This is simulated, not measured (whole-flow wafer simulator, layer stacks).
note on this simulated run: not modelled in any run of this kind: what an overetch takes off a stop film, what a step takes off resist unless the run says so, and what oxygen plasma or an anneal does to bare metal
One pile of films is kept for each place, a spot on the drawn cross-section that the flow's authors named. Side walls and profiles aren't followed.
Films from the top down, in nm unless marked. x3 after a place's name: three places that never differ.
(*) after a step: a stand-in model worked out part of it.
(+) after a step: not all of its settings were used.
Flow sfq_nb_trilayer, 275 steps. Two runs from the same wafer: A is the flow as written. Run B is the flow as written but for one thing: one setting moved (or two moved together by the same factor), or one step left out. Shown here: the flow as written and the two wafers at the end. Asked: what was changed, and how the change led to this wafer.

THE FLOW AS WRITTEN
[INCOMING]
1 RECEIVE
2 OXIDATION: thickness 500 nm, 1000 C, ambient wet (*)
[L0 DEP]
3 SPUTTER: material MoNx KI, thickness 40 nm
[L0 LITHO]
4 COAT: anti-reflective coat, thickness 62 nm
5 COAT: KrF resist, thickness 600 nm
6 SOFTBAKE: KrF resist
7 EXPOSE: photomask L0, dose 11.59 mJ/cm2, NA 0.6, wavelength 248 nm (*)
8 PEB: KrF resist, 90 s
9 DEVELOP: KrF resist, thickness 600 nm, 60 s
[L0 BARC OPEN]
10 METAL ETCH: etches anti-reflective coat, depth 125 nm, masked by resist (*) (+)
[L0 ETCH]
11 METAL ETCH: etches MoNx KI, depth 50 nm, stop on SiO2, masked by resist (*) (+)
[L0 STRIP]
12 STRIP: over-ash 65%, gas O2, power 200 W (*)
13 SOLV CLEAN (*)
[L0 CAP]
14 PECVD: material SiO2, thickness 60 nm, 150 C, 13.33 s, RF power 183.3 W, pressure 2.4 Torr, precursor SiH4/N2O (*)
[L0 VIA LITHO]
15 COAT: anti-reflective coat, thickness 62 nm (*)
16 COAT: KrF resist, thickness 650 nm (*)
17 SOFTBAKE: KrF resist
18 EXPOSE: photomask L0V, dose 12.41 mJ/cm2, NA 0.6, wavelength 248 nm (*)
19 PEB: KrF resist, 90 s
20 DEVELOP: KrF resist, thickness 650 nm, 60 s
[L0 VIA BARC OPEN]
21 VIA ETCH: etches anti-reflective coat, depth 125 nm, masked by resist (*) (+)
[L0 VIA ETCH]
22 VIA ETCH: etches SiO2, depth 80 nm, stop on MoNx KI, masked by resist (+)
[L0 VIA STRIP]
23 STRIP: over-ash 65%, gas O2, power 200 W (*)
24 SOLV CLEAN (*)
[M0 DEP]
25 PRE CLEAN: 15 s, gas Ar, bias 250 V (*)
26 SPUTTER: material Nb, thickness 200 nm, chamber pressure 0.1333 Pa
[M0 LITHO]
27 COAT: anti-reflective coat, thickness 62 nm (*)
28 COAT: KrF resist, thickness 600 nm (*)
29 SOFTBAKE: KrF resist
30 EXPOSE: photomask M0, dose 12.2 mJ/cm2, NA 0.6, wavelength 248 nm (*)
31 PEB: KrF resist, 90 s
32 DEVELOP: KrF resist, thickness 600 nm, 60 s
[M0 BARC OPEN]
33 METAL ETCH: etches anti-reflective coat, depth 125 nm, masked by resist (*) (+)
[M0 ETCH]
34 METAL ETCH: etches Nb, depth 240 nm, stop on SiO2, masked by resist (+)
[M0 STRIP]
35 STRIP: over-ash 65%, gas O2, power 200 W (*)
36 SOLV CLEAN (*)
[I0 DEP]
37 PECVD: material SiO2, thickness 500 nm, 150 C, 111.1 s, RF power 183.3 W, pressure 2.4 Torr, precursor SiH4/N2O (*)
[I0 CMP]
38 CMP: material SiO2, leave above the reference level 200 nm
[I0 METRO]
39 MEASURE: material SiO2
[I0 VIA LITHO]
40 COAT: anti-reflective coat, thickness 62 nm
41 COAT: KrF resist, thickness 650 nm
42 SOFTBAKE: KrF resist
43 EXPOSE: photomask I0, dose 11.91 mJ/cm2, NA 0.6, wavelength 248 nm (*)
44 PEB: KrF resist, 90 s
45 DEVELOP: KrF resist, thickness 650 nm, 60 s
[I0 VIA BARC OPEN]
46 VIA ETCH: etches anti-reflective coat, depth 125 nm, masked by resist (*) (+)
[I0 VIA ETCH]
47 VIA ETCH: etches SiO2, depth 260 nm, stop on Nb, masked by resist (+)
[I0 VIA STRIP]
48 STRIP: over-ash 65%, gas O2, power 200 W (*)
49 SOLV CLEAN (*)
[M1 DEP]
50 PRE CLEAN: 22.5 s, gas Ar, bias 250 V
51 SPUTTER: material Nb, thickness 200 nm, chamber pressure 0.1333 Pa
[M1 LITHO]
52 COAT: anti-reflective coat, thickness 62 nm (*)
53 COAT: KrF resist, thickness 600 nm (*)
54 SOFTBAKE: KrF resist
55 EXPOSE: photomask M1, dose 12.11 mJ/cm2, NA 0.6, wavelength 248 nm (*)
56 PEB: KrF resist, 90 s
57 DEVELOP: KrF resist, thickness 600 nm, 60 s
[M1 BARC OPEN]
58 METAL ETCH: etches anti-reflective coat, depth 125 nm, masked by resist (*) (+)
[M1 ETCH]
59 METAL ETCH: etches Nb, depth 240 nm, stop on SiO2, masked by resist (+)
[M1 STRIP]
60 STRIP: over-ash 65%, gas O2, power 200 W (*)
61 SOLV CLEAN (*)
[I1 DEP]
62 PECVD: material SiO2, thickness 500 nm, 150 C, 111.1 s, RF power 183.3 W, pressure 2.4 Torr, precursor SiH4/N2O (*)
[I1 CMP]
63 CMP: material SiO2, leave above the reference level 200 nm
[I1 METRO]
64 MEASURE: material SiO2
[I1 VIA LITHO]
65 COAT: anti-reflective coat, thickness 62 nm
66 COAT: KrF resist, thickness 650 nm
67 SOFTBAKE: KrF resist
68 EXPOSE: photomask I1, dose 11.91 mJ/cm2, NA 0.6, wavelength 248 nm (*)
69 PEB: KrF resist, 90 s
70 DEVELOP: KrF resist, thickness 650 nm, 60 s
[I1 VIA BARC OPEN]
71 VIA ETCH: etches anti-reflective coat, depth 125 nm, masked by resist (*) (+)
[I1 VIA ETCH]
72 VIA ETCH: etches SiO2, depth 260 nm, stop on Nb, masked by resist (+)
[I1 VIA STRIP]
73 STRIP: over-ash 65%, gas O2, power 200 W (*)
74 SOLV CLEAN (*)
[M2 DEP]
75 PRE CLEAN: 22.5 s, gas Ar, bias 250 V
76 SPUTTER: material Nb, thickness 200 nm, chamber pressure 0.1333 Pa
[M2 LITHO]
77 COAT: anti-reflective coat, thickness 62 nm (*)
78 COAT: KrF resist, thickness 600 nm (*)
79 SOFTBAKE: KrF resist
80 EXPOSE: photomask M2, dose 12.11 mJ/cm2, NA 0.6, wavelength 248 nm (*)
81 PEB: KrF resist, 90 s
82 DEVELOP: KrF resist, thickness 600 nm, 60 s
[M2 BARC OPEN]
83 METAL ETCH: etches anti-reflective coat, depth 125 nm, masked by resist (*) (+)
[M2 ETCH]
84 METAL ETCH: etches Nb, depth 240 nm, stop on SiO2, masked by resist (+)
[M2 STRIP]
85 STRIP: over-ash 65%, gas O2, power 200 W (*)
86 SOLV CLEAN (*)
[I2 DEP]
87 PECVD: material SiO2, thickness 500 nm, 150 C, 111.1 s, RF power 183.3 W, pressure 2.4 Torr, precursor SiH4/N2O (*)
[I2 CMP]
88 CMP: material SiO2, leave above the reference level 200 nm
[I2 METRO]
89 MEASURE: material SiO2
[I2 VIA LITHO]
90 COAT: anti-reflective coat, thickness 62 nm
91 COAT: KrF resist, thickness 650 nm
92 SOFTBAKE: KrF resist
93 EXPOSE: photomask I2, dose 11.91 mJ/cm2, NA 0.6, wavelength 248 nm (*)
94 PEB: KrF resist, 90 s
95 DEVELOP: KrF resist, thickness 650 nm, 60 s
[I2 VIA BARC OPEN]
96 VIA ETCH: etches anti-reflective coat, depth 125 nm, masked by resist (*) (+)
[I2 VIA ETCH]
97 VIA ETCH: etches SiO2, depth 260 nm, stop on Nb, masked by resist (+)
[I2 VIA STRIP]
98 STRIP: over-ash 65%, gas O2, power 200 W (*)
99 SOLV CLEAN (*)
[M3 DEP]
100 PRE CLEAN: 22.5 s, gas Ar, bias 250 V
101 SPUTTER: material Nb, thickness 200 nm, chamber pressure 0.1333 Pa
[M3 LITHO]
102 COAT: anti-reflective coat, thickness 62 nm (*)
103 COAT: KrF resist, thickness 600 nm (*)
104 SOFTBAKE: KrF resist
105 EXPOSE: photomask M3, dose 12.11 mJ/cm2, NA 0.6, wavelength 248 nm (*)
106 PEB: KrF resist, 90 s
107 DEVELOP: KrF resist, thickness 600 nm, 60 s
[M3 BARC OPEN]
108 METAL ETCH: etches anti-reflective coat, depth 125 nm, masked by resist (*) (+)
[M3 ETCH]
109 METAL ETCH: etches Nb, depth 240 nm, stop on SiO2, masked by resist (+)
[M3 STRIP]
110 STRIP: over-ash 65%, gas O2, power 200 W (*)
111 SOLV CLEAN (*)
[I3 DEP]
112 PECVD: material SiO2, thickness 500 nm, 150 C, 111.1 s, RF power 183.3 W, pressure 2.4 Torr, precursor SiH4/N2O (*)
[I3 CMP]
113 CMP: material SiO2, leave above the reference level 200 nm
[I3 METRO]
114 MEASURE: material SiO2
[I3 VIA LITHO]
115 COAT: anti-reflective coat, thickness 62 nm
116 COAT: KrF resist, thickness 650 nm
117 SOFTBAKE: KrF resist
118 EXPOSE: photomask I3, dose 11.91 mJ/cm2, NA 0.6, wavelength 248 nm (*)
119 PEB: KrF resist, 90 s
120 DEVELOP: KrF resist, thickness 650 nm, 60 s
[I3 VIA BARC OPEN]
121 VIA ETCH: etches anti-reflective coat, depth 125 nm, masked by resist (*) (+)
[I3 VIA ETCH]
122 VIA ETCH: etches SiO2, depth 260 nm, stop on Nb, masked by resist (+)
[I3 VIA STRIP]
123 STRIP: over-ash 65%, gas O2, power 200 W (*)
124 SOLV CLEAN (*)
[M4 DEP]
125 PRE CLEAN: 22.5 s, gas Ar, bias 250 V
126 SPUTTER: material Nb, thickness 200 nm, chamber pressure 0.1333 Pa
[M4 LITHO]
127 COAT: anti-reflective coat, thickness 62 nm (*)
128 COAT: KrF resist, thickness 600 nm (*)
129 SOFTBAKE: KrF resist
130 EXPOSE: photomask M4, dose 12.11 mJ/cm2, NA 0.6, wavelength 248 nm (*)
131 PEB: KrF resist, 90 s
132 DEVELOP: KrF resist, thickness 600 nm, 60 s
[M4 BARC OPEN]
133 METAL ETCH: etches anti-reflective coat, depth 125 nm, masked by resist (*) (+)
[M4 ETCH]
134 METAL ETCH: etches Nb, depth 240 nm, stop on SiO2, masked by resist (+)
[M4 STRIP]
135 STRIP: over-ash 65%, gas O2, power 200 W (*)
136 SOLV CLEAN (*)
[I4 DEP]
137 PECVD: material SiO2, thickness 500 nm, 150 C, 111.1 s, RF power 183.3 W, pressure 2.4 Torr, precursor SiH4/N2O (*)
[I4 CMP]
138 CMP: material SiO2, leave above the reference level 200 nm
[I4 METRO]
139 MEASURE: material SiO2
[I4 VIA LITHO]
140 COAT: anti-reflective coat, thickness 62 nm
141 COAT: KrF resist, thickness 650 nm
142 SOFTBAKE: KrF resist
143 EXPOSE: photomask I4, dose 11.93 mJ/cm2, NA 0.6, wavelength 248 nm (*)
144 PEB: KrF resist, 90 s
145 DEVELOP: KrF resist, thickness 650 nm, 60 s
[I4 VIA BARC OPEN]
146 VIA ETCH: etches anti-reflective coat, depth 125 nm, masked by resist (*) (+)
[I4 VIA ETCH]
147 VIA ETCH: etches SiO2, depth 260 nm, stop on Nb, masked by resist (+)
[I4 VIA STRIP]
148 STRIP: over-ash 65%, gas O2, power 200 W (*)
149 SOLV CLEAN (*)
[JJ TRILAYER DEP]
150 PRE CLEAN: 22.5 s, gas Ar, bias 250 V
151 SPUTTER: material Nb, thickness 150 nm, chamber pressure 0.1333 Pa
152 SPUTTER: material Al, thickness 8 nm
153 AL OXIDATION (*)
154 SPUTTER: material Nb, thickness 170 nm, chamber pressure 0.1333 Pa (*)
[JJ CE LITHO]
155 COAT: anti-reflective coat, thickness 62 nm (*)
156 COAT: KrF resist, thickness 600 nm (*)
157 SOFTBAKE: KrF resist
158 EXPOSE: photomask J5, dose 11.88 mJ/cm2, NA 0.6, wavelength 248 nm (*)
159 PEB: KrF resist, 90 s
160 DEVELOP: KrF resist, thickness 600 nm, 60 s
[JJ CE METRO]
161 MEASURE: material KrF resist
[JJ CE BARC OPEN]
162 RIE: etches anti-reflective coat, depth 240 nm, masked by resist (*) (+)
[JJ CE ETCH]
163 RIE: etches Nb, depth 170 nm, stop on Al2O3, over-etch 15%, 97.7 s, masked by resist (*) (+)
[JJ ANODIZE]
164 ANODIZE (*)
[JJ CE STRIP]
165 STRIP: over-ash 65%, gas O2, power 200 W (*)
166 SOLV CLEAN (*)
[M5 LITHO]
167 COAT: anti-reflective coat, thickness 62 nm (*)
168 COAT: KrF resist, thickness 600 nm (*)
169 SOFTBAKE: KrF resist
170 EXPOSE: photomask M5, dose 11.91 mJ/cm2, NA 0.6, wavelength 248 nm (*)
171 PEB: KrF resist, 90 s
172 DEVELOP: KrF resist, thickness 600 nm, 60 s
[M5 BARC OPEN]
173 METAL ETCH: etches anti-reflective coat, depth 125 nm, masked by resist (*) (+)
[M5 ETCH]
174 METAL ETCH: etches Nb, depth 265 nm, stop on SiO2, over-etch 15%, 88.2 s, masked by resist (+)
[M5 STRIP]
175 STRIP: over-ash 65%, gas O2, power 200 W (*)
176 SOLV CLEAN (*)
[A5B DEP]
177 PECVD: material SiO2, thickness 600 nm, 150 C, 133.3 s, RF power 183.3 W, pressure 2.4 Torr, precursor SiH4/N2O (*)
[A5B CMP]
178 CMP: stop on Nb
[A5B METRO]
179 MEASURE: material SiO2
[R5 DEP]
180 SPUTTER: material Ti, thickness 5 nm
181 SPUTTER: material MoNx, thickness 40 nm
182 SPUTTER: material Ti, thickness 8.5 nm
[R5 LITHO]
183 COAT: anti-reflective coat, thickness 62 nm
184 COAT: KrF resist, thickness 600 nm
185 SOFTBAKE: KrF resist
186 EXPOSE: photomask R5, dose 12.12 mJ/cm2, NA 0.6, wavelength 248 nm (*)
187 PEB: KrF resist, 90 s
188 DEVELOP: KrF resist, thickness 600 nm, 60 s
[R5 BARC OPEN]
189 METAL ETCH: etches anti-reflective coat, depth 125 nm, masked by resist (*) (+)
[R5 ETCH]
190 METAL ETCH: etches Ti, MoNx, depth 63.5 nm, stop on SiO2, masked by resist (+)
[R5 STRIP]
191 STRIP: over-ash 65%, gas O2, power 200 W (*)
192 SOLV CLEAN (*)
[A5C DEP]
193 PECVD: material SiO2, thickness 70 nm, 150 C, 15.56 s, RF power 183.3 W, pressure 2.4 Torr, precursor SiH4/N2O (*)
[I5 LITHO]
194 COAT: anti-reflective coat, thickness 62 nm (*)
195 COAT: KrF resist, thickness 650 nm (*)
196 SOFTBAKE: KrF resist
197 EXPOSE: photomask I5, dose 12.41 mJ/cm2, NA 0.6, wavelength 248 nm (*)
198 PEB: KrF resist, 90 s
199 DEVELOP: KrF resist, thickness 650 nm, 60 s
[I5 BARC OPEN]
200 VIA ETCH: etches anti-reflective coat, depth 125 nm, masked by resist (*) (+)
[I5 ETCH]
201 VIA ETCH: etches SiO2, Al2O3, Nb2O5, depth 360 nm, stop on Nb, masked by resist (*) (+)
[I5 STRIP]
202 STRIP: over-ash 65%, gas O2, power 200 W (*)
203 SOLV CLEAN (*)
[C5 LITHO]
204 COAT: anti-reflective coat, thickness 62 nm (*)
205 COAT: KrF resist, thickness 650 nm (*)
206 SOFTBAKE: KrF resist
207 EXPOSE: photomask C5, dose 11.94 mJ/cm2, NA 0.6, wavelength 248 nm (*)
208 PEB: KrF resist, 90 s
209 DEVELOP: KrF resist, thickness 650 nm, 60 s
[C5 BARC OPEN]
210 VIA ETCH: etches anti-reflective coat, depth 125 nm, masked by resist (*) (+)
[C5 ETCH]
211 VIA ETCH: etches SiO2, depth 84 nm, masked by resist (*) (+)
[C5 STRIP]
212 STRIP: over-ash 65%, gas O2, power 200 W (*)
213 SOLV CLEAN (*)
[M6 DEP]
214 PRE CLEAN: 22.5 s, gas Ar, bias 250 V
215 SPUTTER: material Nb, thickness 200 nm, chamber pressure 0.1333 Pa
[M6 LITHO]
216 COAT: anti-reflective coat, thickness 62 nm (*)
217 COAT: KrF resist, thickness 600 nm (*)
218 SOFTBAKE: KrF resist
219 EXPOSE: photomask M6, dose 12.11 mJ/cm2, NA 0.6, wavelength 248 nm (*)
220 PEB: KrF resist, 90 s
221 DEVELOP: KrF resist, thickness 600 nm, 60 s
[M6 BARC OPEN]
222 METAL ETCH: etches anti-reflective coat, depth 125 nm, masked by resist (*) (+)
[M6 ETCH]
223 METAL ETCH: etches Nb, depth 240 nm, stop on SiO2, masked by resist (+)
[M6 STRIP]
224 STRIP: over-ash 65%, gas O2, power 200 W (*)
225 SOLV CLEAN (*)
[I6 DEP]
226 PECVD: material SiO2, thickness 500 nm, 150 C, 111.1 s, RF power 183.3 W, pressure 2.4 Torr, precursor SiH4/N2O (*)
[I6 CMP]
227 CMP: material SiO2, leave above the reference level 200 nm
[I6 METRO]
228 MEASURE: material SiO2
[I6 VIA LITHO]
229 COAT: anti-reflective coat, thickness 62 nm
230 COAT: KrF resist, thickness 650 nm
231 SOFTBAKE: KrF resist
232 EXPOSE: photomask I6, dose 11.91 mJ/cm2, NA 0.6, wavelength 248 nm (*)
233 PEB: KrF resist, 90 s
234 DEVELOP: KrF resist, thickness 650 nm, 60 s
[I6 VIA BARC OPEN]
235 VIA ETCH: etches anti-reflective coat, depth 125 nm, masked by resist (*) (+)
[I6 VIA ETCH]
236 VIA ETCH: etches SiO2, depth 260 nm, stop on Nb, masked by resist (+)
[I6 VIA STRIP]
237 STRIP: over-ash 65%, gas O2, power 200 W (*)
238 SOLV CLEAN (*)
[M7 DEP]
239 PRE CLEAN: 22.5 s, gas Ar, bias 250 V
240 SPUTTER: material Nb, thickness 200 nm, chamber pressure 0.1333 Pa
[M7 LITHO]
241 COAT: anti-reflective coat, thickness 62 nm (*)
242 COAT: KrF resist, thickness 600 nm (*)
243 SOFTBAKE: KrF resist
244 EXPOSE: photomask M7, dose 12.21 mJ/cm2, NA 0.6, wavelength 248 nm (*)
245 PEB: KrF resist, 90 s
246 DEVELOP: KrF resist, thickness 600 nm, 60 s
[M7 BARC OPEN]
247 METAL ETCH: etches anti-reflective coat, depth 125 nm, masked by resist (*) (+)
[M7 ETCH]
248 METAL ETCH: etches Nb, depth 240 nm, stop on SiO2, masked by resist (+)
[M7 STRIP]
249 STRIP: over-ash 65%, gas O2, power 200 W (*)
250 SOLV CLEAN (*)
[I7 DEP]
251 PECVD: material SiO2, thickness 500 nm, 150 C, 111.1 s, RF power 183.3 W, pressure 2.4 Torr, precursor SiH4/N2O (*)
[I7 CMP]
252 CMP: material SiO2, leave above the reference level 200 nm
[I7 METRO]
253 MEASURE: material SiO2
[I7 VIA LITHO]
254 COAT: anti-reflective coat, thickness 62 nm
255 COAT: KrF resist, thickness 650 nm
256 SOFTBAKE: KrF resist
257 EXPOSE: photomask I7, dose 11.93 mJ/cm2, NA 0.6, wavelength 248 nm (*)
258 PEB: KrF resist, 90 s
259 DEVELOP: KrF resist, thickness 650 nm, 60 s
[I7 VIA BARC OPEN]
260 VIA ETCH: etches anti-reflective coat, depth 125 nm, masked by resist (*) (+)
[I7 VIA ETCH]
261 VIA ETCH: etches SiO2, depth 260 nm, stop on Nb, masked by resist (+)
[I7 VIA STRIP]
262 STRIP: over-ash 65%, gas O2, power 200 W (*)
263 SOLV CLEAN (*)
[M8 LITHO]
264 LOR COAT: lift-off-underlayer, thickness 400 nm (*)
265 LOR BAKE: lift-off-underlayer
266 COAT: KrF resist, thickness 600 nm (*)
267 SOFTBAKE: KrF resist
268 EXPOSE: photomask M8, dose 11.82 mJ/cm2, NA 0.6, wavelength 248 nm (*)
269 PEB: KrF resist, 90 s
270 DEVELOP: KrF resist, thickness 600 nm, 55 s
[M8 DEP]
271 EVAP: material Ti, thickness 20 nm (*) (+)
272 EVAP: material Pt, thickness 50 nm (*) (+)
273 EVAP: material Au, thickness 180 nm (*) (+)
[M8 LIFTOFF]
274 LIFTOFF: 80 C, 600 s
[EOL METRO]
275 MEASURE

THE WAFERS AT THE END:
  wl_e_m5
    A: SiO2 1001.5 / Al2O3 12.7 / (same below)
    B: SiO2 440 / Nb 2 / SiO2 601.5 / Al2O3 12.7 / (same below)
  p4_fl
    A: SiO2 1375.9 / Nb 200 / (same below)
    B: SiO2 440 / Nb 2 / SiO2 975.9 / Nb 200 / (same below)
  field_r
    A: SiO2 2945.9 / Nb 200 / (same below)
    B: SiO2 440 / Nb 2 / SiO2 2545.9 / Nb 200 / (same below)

The cause: step 240, SPUTTER: thickness 242 nm was run, where the flow has thickness 200 nm.

How the change led to this, step by step:
  240 SPUTTER: material Nb, thickness 200 nm, chamber pressure 0.1333 Pa
      field_l, v_sur, via_wl and 102 more: A Nb +200 (new film) | B Nb +242 (new film)
      via_v: A Nb +161.1 | B Nb +195.1
  241 COAT: anti-reflective coat, thickness 62 nm (*)
      via_v: A anti-reflective coat +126 (new film) | B anti-reflective coat +128.8 (new film)
  248 METAL ETCH: etches Nb, depth 240 nm, stop on SiO2, masked by resist (+)
      field_l, field_r, lsp_l and 62 more: A Nb -200 (all of it) | B Nb -240
  249 STRIP: over-ash 65%, gas O2, power 200 W (*)
      via_v: A KrF resist -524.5 (all of it), anti-reflective coat -126 (all of it) | B KrF resist -528.9 (all of it), anti-reflective coat -128.8 (all of it)
  251 PECVD: material SiO2, thickness 500 nm, 150 C, 111.1 s, RF power 183.3 W, pressure 2.4 Torr, precursor SiH4/N2O (*)
      field_l, p4_fl, p4_fm and 56 more: A SiO2 +500 | B SiO2 +500 (new film)
      field_r, lsp_l: A SiO2 +477.7 | B SiO2 +473.2 (new film)
      (and at 4 more places)
  252 CMP: material SiO2, leave above the reference level 200 nm
      field_l, p4_fl, p4_fm and 56 more: A SiO2 -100 | B SiO2 -60
      field_r, lsp_l: A SiO2 -77.7 | B SiO2 -33.2
      (and at 3 more places)
Counting metal films that touch as one body, wl_e_m5 has 7 bodies (between them, from the top down: SiO2 601.5 / Al2O3 12.7 / Nb2O5 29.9; SiO2 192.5; SiO2 192.5; SiO2 192.5; SiO2 192.5; SiO2 192.5); the flow as written gives 6 bodies (between them, from the top down: SiO2 192.5; SiO2 192.5; SiO2 192.5; SiO2 192.5; SiO2 192.5).
Counting metal films that touch as one body, p4_fl has 3 bodies (between them, from the top down: SiO2 975.9; SiO2 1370); the flow as written gives 2 bodies (between them, from the top down: SiO2 1370).
Counting metal films that touch as one body, field_r has 2 bodies (between them, from the top down: SiO2 2545.9); the flow as written gives 1 body.
